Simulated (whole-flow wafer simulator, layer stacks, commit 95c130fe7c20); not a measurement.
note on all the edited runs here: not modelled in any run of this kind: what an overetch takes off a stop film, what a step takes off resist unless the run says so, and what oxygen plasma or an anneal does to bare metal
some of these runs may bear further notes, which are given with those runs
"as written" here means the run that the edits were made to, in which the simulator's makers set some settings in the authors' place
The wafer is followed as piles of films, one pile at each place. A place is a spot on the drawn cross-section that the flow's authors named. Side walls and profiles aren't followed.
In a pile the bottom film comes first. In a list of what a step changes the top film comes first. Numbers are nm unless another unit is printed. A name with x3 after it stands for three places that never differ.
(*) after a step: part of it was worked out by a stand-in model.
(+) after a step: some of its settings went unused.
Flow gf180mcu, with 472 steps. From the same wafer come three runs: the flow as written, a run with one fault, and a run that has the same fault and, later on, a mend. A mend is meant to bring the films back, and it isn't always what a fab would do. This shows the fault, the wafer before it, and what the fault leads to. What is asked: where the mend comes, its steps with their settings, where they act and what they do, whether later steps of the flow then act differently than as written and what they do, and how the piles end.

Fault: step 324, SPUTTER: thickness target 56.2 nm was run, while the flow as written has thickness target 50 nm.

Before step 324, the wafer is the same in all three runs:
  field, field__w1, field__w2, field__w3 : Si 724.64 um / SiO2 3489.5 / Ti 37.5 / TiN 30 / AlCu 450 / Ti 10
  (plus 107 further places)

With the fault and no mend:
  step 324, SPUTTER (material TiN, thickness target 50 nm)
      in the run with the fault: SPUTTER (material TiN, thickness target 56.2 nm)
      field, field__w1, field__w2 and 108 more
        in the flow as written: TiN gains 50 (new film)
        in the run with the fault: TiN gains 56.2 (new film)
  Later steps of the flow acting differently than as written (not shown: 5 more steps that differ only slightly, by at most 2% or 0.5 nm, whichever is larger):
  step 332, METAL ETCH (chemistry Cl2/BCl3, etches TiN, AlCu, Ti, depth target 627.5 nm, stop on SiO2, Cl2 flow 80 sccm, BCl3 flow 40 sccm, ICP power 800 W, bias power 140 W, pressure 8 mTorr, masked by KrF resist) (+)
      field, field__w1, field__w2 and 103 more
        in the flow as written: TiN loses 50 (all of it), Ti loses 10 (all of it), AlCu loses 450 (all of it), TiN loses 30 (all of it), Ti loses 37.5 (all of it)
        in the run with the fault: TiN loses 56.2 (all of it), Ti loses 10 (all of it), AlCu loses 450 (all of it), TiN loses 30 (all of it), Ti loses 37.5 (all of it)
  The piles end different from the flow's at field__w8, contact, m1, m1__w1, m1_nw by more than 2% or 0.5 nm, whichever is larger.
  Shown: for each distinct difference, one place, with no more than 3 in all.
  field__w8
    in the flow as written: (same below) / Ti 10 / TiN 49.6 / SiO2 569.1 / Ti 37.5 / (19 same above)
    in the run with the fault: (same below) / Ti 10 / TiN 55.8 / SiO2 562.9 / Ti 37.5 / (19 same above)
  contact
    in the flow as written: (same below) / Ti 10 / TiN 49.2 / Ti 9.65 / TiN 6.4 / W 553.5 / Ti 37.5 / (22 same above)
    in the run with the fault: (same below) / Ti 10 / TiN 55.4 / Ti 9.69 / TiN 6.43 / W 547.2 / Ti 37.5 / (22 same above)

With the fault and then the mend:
  The mend follows step 331.
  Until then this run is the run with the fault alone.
  step 331a, STRIP (chemistry O2/N2, power 2160 W, pressure 1700 mTorr) (*)
      field__w8, contact, m1, m1__w1, m1_nw
        KrF resist loses 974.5 (all of it)
  step 331b, METAL ETCH (chemistry Cl2/BCl3, etches TiN, AlCu, Ti, depth target 6.2 nm, Cl2 flow 80 sccm, BCl3 flow 40 sccm, ICP power 800 W, bias power 140 W, pressure 8 mTorr) (a further turn of the flow's step 260, with different settings)
      field, field__w1, field__w2 and 108 more
        TiN loses 6.2
  step 331c, HMDS (120 C, 60 s) (a further turn of the flow's step 326)
      does not change any film at any place that is followed
  step 331d, COAT (KrF resist, thickness 1000 nm) (a further turn of the flow's step 327)
      field, field__w1, field__w2 and 108 more
        KrF resist gains 1000 (new film)
  step 331e, SOFTBAKE (KrF resist) (a further turn of the flow's step 328)
      does not change any film at any place that is followed
  step 331f, EXPOSE (photomask Metal3) (a further turn of the flow's step 329)
      does not change any film at any place that is followed
  step 331g, PEB (KrF resist, 135 C, 90 s) (a further turn of the flow's step 330)
      field, field__w1, field__w2 and 108 more
        KrF resist loses 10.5
  step 331h, DEVELOP (thickness 1000 nm, 60 s) (a further turn of the flow's step 331)
      field, field__w1, field__w2 and 103 more
        KrF resist loses 989.5 (all of it)
      field__w8, contact, m1, m1__w1, m1_nw
        KrF resist loses 14.9
  Later steps of the flow that are run all act as written at every place that is followed.
  At every place that both follow, the piles at the end match the flow's.
